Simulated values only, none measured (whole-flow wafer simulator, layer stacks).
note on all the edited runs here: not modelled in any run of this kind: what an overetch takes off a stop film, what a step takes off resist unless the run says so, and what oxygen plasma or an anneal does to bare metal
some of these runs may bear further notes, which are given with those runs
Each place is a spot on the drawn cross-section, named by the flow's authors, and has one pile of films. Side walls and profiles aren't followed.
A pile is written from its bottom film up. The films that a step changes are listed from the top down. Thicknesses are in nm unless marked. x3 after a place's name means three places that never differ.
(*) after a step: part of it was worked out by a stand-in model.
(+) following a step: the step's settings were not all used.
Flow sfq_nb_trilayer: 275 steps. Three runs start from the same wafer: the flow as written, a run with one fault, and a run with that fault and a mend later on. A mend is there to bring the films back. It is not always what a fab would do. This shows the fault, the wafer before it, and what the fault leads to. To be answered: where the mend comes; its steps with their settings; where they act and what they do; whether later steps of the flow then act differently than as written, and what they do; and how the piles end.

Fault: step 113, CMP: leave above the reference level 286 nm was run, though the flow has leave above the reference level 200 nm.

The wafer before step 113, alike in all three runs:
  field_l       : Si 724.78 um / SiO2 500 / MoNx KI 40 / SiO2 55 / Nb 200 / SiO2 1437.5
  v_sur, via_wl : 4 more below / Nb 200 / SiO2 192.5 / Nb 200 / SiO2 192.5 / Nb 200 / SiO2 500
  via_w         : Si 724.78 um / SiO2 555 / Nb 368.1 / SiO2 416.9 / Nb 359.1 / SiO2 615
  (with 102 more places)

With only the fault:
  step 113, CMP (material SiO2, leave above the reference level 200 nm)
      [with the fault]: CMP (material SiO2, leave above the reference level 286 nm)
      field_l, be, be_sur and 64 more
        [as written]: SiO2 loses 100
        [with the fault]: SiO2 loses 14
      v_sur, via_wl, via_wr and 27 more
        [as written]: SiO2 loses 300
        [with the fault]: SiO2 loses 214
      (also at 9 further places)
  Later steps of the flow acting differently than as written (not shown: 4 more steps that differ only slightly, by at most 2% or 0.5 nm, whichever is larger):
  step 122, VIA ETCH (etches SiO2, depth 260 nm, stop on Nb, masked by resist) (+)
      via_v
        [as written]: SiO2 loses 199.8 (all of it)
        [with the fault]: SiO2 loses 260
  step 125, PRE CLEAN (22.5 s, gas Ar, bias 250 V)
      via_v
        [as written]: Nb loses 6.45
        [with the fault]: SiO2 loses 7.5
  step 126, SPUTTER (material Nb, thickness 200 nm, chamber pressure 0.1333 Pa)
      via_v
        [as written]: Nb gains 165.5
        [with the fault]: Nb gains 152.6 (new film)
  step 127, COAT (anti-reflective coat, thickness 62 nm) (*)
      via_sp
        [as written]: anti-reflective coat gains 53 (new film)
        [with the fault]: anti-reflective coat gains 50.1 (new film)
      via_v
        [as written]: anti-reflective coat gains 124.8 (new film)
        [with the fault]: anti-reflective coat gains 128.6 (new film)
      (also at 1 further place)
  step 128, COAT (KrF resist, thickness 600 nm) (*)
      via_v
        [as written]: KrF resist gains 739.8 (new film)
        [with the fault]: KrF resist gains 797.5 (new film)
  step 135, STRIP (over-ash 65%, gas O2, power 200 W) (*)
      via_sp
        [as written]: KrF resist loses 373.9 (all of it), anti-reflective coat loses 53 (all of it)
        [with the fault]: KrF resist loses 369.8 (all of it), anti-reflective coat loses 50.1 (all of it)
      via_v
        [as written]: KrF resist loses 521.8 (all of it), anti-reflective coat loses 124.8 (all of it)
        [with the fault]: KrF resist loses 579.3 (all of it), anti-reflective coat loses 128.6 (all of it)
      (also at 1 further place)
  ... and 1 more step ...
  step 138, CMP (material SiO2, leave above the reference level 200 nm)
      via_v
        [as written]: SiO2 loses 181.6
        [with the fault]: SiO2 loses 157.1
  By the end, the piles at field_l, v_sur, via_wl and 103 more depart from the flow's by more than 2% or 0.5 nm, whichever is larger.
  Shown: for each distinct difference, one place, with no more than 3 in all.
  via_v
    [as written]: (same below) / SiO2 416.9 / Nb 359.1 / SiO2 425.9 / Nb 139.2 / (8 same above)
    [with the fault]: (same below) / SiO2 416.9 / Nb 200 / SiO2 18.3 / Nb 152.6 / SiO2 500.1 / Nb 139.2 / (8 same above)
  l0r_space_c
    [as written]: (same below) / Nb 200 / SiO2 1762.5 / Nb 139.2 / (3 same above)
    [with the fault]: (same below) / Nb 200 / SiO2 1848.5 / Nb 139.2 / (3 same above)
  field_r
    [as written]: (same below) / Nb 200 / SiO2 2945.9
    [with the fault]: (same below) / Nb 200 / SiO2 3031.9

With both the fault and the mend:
  The mend stands after step 114.
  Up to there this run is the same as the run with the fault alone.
  step 114a, CMP (material SiO2, leave above the reference level 200 nm) (the flow's step 113 again)
      field_l, v_sur, via_wl and 103 more
        SiO2 loses 86
  None of the later steps of the flow acts differently than as written at any place that is followed.
  By the end, the piles equal the flow's at every place that both follow.
